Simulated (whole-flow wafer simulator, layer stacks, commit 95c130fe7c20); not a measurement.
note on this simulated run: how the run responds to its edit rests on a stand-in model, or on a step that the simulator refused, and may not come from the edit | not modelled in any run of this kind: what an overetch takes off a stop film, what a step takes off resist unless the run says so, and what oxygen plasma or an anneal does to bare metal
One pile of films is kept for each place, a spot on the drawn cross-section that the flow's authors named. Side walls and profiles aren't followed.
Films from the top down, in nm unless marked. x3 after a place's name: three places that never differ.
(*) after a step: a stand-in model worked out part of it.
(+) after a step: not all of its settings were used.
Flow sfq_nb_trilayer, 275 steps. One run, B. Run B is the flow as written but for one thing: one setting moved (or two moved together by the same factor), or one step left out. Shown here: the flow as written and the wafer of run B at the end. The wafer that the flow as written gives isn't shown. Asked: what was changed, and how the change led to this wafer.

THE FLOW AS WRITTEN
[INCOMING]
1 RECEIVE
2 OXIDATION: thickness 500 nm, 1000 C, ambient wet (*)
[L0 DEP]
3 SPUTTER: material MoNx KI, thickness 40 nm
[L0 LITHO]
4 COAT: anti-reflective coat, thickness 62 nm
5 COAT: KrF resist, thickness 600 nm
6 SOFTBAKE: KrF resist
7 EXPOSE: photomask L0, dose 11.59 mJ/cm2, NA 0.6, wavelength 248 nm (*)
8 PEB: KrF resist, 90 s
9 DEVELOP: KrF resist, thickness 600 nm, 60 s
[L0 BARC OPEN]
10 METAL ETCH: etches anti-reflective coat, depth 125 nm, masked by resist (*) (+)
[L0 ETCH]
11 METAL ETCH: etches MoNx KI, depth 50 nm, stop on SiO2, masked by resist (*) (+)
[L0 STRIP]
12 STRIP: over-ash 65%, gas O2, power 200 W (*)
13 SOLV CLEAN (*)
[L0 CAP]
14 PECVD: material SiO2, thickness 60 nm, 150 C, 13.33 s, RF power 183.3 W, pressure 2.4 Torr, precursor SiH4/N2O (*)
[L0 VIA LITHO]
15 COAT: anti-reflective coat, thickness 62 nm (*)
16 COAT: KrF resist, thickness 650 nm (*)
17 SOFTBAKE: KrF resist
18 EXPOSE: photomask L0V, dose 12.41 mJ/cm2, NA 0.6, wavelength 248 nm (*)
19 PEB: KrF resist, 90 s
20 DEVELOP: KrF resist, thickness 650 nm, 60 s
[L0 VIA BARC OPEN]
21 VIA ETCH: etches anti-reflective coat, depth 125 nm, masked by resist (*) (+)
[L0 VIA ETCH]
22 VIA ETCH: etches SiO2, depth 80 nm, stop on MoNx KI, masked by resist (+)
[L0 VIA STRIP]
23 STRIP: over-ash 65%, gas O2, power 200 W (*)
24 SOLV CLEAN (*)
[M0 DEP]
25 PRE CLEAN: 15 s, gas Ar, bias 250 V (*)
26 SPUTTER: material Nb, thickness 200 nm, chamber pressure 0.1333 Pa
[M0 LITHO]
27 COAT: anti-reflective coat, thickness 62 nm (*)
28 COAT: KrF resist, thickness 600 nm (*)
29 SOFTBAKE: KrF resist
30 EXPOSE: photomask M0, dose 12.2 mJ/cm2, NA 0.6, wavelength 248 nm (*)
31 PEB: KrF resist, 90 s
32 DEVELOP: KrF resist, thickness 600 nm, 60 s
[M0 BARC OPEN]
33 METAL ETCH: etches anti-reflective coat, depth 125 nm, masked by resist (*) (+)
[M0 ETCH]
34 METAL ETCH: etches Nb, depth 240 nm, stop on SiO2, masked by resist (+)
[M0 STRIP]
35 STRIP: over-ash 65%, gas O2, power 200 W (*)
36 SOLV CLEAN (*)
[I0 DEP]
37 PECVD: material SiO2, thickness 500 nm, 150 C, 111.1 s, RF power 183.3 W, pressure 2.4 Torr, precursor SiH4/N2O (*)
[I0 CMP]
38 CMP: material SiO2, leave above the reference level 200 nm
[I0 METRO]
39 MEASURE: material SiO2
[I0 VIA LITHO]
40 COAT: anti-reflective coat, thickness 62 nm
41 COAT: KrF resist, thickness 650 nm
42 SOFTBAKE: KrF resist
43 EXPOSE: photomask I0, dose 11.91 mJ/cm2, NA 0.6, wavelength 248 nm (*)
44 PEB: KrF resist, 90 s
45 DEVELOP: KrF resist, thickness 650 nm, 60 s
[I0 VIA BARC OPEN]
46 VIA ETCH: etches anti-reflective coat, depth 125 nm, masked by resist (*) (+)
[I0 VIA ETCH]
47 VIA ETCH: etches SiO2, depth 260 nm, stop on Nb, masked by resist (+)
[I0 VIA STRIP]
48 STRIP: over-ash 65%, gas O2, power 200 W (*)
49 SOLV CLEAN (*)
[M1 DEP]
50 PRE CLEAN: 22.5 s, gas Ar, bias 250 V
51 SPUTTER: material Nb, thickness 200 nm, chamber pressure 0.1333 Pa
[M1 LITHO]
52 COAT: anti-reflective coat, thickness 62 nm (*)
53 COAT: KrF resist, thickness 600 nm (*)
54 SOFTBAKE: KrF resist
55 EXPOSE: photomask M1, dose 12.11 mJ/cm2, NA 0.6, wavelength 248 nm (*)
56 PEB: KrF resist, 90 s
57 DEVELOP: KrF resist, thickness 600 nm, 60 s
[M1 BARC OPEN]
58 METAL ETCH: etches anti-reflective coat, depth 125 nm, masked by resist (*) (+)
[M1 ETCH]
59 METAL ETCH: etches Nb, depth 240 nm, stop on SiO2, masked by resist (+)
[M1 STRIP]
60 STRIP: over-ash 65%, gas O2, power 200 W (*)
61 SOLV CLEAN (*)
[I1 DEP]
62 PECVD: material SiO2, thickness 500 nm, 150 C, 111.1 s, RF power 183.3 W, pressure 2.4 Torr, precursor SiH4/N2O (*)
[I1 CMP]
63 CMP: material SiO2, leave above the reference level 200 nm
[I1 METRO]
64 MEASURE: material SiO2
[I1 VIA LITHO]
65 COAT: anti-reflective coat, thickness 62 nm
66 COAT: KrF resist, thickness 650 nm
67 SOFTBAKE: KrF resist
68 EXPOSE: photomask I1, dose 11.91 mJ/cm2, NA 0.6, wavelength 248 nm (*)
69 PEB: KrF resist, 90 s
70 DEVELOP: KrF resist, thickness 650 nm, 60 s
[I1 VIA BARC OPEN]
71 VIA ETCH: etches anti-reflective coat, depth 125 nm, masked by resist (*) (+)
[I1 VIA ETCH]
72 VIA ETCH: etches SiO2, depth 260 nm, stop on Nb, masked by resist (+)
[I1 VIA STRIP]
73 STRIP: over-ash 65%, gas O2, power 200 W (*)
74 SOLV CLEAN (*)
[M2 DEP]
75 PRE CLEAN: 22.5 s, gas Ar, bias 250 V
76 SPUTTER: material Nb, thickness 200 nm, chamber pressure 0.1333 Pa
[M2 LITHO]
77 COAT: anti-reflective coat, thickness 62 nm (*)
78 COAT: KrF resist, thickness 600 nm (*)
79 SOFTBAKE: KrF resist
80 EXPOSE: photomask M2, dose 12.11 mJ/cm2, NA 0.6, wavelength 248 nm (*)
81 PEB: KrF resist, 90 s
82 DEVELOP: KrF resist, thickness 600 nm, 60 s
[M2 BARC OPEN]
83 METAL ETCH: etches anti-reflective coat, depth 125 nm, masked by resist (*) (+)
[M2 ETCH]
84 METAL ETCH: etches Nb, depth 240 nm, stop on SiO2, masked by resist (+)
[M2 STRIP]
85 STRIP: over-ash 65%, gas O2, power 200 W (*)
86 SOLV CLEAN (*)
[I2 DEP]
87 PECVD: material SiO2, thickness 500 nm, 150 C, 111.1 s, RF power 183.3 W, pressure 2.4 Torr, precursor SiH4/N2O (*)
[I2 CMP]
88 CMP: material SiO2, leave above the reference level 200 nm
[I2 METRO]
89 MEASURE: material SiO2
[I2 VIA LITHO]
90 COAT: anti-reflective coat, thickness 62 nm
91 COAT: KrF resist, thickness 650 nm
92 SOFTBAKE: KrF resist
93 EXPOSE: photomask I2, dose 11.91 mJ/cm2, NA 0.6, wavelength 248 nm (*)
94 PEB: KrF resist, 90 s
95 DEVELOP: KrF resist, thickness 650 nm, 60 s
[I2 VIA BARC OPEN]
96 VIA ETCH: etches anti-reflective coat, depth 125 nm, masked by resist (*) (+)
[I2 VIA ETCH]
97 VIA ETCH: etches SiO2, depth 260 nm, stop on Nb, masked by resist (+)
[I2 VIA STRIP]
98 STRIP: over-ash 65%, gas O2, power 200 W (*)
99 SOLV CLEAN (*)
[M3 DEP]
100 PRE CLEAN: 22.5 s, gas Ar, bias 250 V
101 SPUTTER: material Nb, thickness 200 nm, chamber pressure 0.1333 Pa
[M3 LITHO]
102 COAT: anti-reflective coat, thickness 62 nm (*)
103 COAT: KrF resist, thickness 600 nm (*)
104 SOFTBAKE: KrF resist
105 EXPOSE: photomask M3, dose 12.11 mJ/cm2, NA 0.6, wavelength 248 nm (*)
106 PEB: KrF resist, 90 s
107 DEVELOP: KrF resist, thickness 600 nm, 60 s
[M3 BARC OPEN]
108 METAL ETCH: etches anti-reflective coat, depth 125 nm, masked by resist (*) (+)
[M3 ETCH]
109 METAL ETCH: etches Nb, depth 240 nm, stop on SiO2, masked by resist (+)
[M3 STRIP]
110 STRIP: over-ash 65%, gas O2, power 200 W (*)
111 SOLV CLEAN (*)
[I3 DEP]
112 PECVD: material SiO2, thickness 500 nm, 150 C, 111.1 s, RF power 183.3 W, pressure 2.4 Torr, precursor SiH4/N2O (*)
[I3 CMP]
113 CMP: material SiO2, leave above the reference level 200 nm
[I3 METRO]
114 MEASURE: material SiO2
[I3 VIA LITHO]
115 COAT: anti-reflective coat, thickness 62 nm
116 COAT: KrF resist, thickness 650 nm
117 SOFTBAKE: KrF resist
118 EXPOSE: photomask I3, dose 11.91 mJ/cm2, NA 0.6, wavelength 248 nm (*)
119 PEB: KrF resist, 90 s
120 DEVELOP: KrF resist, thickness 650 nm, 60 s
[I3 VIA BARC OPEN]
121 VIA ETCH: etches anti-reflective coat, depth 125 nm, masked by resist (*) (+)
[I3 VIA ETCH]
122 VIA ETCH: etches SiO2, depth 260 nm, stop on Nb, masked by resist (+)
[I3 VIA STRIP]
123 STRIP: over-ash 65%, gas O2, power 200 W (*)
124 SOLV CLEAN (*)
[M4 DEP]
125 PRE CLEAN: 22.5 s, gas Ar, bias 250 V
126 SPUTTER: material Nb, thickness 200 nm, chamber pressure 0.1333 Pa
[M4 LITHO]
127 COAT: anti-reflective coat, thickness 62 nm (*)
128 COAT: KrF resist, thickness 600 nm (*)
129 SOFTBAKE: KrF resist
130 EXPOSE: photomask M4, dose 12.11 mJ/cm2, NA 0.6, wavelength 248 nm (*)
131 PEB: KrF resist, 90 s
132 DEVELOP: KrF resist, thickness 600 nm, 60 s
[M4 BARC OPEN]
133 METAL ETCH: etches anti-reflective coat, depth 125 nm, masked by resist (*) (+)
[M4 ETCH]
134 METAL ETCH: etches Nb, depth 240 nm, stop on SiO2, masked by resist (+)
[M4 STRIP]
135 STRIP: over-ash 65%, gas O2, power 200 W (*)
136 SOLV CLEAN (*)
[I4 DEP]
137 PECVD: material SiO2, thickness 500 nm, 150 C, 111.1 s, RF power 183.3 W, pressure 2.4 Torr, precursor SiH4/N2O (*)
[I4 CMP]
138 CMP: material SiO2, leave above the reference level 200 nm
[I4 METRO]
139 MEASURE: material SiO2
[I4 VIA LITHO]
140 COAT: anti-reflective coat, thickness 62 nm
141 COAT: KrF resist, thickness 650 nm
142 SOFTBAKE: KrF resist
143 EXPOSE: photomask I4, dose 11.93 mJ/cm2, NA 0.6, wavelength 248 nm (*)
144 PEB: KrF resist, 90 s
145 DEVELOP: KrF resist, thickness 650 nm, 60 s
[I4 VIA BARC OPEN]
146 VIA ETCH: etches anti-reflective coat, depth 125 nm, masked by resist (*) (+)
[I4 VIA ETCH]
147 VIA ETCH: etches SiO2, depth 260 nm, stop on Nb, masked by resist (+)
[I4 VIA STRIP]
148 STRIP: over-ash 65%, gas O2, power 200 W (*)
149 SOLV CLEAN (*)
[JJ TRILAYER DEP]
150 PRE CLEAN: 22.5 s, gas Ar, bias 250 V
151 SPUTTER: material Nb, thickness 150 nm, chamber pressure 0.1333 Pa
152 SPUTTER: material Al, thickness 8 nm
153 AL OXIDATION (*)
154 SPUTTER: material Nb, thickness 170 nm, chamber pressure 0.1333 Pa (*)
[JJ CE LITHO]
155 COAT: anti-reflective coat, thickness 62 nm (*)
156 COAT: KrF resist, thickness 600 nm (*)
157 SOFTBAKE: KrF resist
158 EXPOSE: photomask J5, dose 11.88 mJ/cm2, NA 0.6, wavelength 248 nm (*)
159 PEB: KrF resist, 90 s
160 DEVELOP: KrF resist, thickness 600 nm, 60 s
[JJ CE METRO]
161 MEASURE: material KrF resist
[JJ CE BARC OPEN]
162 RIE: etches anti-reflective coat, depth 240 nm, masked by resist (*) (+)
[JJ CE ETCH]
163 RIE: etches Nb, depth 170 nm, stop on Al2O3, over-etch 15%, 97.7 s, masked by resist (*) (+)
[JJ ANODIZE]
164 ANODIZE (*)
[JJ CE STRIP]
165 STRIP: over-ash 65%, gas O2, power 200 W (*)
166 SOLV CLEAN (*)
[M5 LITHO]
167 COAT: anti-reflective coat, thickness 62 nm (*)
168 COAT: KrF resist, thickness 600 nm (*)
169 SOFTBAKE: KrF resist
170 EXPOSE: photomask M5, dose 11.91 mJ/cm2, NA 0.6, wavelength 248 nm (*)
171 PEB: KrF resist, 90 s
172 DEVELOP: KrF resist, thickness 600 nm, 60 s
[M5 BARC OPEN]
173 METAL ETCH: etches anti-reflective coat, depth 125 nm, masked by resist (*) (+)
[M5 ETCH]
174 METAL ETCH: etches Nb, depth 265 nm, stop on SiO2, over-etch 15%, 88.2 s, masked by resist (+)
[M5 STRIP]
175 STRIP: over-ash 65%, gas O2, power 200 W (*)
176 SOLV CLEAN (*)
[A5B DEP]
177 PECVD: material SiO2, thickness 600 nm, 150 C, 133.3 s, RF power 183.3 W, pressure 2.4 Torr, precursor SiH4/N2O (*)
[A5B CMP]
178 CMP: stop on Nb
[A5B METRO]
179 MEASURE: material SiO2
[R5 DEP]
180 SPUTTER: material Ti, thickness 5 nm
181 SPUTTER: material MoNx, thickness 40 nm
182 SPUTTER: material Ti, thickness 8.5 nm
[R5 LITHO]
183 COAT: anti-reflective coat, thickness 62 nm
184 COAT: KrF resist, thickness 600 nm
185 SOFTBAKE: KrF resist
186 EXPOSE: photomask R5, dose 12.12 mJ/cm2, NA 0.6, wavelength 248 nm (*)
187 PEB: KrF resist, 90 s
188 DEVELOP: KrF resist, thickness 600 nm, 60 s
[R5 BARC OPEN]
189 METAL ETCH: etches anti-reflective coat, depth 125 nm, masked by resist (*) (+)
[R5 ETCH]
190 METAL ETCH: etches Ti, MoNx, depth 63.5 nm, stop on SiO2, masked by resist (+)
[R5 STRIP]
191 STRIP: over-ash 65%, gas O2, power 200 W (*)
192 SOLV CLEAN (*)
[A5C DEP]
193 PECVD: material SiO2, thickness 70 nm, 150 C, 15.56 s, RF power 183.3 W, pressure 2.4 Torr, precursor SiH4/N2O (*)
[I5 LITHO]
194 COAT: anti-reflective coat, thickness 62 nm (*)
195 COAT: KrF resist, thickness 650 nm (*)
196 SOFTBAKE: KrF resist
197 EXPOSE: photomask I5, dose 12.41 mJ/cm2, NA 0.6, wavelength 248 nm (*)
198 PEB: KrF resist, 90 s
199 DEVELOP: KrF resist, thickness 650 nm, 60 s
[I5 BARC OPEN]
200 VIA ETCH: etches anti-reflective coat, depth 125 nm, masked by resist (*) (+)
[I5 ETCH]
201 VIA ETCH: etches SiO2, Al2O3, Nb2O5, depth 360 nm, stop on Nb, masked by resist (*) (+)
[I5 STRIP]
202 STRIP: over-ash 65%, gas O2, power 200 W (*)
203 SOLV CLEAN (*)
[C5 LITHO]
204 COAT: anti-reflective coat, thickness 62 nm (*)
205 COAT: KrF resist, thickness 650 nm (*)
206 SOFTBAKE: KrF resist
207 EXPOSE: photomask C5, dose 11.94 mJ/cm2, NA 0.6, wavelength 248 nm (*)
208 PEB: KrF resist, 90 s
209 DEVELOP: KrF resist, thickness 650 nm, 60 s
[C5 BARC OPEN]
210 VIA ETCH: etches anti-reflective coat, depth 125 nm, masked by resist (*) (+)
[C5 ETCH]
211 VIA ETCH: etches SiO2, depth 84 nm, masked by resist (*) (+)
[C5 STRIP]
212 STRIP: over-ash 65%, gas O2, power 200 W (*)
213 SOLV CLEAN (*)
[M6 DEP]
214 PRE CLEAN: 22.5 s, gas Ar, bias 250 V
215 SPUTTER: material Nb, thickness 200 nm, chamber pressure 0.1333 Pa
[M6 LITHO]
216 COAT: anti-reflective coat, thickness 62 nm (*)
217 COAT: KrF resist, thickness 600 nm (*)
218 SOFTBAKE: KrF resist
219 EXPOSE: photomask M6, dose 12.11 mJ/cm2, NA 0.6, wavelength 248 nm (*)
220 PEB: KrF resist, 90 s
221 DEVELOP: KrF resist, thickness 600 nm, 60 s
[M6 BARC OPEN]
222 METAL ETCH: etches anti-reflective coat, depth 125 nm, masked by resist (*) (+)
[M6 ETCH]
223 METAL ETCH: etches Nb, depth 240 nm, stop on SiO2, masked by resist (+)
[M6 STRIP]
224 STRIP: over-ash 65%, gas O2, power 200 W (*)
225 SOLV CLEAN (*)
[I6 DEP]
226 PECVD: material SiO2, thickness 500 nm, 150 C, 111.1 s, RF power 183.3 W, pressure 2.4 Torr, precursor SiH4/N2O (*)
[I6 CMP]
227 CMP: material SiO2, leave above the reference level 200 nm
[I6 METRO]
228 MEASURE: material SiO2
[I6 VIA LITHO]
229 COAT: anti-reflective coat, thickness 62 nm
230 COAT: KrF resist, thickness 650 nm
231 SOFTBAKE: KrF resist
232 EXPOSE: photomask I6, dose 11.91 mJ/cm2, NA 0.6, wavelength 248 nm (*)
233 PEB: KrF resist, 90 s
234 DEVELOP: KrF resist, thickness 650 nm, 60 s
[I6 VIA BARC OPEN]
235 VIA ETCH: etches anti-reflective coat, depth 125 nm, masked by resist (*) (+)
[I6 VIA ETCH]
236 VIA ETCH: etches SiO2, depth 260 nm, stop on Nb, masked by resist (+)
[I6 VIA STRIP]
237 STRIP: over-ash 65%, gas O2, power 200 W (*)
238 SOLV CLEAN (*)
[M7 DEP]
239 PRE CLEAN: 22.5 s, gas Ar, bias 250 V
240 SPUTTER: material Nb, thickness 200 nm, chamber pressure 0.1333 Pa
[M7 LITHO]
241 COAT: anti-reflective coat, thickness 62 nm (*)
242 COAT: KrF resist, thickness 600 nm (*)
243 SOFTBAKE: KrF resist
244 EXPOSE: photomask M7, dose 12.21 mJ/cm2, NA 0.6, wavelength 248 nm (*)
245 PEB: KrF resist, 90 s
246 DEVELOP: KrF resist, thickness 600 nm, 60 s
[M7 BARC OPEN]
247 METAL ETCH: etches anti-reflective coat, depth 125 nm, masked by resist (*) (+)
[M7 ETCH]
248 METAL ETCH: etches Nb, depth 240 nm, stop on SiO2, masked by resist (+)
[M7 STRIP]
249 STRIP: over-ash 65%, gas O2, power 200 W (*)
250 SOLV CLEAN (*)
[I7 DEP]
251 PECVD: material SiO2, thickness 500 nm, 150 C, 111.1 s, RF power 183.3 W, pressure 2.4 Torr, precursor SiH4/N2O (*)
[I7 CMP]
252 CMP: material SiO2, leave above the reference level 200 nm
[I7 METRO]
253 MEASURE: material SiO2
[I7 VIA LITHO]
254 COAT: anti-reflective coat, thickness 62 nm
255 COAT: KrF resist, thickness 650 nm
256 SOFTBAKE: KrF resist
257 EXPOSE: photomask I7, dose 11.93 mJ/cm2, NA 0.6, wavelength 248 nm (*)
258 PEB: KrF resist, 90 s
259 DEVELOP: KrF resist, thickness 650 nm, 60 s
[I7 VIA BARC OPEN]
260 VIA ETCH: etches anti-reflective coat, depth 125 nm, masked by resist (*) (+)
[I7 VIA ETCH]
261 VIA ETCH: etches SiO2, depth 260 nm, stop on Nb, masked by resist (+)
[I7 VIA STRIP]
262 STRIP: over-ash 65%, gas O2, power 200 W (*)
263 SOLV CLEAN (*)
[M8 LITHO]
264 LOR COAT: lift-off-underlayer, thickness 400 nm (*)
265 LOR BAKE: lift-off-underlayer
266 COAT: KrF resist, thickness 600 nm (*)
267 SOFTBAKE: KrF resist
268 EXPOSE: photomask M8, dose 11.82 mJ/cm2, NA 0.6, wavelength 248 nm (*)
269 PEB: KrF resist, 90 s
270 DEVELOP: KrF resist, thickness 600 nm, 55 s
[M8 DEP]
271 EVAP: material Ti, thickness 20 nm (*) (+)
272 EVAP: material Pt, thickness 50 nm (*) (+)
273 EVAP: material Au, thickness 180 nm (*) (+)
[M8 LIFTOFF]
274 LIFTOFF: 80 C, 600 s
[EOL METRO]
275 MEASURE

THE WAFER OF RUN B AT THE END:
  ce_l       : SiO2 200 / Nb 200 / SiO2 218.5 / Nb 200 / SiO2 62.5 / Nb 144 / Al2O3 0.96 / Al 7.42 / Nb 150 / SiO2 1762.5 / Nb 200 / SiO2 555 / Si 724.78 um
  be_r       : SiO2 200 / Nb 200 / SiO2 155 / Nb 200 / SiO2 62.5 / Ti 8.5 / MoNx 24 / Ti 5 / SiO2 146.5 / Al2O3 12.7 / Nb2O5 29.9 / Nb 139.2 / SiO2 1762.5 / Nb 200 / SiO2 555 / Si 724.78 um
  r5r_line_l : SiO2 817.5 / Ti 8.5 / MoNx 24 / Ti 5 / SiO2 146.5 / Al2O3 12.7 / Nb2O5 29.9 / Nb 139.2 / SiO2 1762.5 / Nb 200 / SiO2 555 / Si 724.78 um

The cause: step 181, SPUTTER: thickness 24 nm was run, where the flow has thickness 40 nm.
It can be read off the wafer: be_r has MoNx 24, and step 181 as written asks for 40 nm.

How the change led to this, step by step:
  181 SPUTTER: material MoNx, thickness 40 nm
      field_l, v_sur, via_wl and 103 more: MoNx +24 (new film) (as written it would be: MoNx +40 (new film))
  190 METAL ETCH: etches Ti, MoNx, depth 63.5 nm, stop on SiO2, masked by resist (+)
      field_l, v_sur, via_wl and 92 more: Ti -8.5 (all of it), MoNx -24 (all of it), Ti -5 (all of it) (as written it would be: Ti -8.5 (all of it), MoNx -40 (all of it), Ti -5 (all of it))
      ce_l, c5j, ce_r, wl_jj: Ti -8.5 (all of it), MoNx -24 (all of it), Ti -5 (all of it), Nb -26 (as written it would be: Ti -8.5 (all of it), MoNx -40 (all of it), Ti -5 (all of it), Nb -10)
  194 COAT: anti-reflective coat, thickness 62 nm (*)
      wl_j_sl, wl_j_sr: anti-reflective coat +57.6 (new film) (as written it would be: anti-reflective coat +60.2 (new film))
      r5r_spacepad_l, r5r_spacepad_r: anti-reflective coat +77.5 (new film) (as written it would be: anti-reflective coat +84.4 (new film))
      (and at 15 more places)
  202 STRIP: over-ash 65%, gas O2, power 200 W (*)
      wl_j_sl, wl_j_sr: KrF resist -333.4 (all of it), anti-reflective coat -57.6 (all of it) (as written it would be: KrF resist -333.3 (all of it), anti-reflective coat -60.2 (all of it))
      r5r_spacepad_l, r5r_spacepad_r: KrF resist -335 (all of it), anti-reflective coat -77.5 (all of it) (as written it would be: KrF resist -335.6 (all of it), anti-reflective coat -84.4 (all of it))
      (and at 15 more places)
  204 COAT: anti-reflective coat, thickness 62 nm (*)
      wl_j_sl, wl_j_sr: anti-reflective coat +57.6 (new film) (as written it would be: anti-reflective coat +60.2 (new film))
      r5r_spacepad_l, r5r_spacepad_r: anti-reflective coat +77.5 (new film) (as written it would be: anti-reflective coat +84.4 (new film))
      (and at 15 more places)
  210 VIA ETCH: etches anti-reflective coat, depth 125 nm, masked by resist (*) (+)
      field_l, v_sur, via_wl and 101 more: KrF resist -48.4 (as written it would be: KrF resist -47.4)
      c5j: anti-reflective coat -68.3 (all of it), SiO2 -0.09 (as written it would be: anti-reflective coat -63.9 (all of it), SiO2 -0.11)
      (and at 1 more place)
  212 STRIP: over-ash 65%, gas O2, power 200 W (*)
      wl_j_sl, wl_j_sr: KrF resist -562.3 (all of it), anti-reflective coat -57.6 (all of it) (as written it would be: KrF resist -563.4 (all of it), anti-reflective coat -60.2 (all of it))
      r5r_spacepad_l, r5r_spacepad_r: KrF resist -563.9 (all of it), anti-reflective coat -77.5 (all of it) (as written it would be: KrF resist -565.8 (all of it), anti-reflective coat -84.4 (all of it))
      (and at 13 more places)
  216 COAT: anti-reflective coat, thickness 62 nm (*)
      r5r_line_l, r5r_line_c, r5r_line_r: anti-reflective coat +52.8 (new film) (as written it would be: anti-reflective coat +50 (new film))
      wl_j_sl, wl_j_sr: anti-reflective coat +57.7 (new film) (as written it would be: anti-reflective coat +60.2 (new film))
      (and at 12 more places)
  222 METAL ETCH: etches anti-reflective coat, depth 125 nm, masked by resist (*) (+)
      r5r_line_l, r5r_line_c, r5r_line_r: anti-reflective coat -52.8 (all of it) (as written it would be: anti-reflective coat -50 (all of it))
      r5r_spacepad_l, r5r_spacepad_r: anti-reflective coat -78.1 (all of it) (as written it would be: anti-reflective coat -85.7 (all of it))
      (and at 2 more places)
  224 STRIP: over-ash 65%, gas O2, power 200 W (*)
      wl_j_sl, wl_j_sr: KrF resist -382.4 (all of it), anti-reflective coat -57.7 (all of it) (as written it would be: KrF resist -382.5 (all of it), anti-reflective coat -60.2 (all of it))
      jj_sur: KrF resist -377.6 (all of it), anti-reflective coat -53.1 (all of it) (as written it would be: KrF resist -378.5 (all of it), anti-reflective coat -56.1 (all of it))
      (and at 7 more places)
  226 PECVD: material SiO2, thickness 500 nm, 150 C, 111.1 s, RF power 183.3 W, pressure 2.4 Torr, precursor SiH4/N2O (*)
      r5r_spacepad_l, r5r_spacepad_r: SiO2 +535 (as written it would be: SiO2 +553.5)
  227 CMP: material SiO2, leave above the reference level 200 nm
      ce_l, ce_r, wl_jj: SiO2 -274 (as written it would be: SiO2 -290)
      be_r, r_sur, r_end: SiO2 -337.5 (as written it would be: SiO2 -353.5)
      (and at 7 more places)
